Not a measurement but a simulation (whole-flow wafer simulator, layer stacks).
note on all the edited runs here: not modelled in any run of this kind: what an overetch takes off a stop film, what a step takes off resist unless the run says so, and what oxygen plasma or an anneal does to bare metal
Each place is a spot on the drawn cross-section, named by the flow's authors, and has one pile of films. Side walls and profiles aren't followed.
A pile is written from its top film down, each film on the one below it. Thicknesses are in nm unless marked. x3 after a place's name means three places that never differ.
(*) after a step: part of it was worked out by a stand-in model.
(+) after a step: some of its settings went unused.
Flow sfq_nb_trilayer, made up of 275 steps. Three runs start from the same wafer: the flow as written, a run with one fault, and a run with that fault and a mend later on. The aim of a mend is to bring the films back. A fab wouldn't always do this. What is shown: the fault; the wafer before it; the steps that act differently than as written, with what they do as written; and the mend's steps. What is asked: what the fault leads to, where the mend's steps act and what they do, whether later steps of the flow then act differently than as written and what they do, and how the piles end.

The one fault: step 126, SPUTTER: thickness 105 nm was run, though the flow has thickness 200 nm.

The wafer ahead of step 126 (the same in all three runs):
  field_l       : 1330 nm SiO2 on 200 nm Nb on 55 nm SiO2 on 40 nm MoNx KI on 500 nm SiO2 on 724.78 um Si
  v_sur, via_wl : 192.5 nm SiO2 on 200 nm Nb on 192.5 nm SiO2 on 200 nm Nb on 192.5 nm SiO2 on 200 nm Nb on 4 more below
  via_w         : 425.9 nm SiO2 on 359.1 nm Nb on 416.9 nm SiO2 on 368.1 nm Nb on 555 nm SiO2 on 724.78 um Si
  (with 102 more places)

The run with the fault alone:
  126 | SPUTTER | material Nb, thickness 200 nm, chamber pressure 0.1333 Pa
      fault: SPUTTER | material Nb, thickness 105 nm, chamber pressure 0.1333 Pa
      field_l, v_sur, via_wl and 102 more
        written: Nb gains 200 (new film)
        fault: Nb gains 105 (new film)
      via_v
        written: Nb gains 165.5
        fault: Nb gains 86.6
  Steps further on in the flow that do not act as written (6 more steps, not shown, differ only slightly: by at most 2% or 0.5 nm, whichever is larger):
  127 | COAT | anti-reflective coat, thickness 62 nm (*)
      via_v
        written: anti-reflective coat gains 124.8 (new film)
        fault: anti-reflective coat gains 120.1 (new film)
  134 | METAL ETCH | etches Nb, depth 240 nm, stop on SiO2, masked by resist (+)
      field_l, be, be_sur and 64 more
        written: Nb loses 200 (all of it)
        fault: Nb loses 105 (all of it)
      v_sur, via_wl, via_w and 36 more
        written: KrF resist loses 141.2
        fault: KrF resist loses 92.6
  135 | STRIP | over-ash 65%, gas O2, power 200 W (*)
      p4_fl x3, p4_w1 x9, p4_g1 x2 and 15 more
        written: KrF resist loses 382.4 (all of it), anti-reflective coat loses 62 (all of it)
        fault: KrF resist loses 430.9 (all of it), anti-reflective coat loses 62 (all of it)
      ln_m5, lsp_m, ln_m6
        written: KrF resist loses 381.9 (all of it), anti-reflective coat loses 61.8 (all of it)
        fault: KrF resist loses 430.5 (all of it), anti-reflective coat loses 61.8 (all of it)
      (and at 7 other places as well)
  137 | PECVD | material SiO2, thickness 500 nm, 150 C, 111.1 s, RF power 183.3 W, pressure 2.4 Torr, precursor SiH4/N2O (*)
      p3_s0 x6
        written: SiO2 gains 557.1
        fault: SiO2 gains 500
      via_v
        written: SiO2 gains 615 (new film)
        fault: SiO2 gains 588.6 (new film)
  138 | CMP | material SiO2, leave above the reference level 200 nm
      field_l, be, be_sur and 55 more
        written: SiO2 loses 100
        fault: SiO2 loses 195
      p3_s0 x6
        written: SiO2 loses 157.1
        fault: SiO2 loses 195
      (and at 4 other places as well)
  At field_l, v_sur, via_wl and 103 more, the piles at the end differ from the flow's by more than 2% or 0.5 nm, whichever is larger.
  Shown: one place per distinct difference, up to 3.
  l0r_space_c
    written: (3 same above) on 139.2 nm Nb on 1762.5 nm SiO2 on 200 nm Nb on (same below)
    fault: (3 same above) on 139.2 nm Nb on 1667.5 nm SiO2 on 200 nm Nb on (same below)
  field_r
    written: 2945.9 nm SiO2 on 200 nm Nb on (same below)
    fault: 2850.9 nm SiO2 on 200 nm Nb on (same below)
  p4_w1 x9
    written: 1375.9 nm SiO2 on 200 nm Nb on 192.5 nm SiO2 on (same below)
    fault: 1375.9 nm SiO2 on 105 nm Nb on 192.5 nm SiO2 on (same below)

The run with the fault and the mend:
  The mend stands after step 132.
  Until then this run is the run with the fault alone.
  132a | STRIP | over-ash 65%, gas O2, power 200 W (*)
      p3_s0 x6, p3_fr x3, wl_d_sl and 38 more
        anti-reflective coat loses 62 (all of it)
      p4_fl x3, p4_w1 x9, p4_g1 x2 and 15 more
        KrF resist loses 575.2 (all of it), anti-reflective coat loses 62 (all of it)
      moat, field_r, lsp_l, lsp_r, l0_sur, l0v
        anti-reflective coat loses 61.8 (all of it)
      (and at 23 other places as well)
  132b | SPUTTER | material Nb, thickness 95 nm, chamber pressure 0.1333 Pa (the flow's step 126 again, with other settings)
      field_l, v_sur, via_wl and 102 more
        Nb gains 95
      via_v
        Nb gains 77.3
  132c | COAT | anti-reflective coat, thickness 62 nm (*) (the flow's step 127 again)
      p4_fl x3, p4_w1 x9, p4_g1 x2 and 63 more
        anti-reflective coat gains 62 (new film)
      moat, field_r, lsp_l and 6 more
        anti-reflective coat gains 61.8 (new film)
      be_r, r_sur, res, r_end
        anti-reflective coat gains 61.7 (new film)
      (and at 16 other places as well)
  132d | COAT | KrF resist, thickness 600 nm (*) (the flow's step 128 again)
      p4_fl x3, p4_w1 x9, p4_g1 x2 and 63 more
        KrF resist gains 600 (new film)
      field_r, lsp_l, ln_m5, lsp_m, l0v
        KrF resist gains 599.5 (new film)
      ln_m6, lsp_r, l0_sur
        KrF resist gains 599.6 (new film)
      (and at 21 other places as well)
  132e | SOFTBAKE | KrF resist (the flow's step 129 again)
      alters no film at any place that is followed
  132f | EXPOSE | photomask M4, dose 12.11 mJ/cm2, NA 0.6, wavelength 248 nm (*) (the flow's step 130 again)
      alters no film at any place that is followed
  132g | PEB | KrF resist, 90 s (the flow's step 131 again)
      field_l, v_sur, via_wl and 97 more
        KrF resist loses 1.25
      via_w, via_wr, via_sp, wire, be
        KrF resist loses 1.24
      via_v
        KrF resist loses 1.61
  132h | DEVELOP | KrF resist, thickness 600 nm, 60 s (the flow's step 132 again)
      p3_s0 x6, p3_fr x3, wl_d_sl and 38 more
        KrF resist loses 598.7 (all of it)
      v_sur, via_wl, via_w and 36 more
        KrF resist loses 23.5
      moat, field_r, lsp_l
        KrF resist loses 598.2 (all of it)
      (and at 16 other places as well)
  Every later step of the flow that is run acts as written, at every place that is followed, to within 2% or 0.5 nm, whichever is larger.
  When the end is reached, the piles differ only a little from the flow's at the places that both follow, at most by 2% or 0.5 nm, whichever is larger.
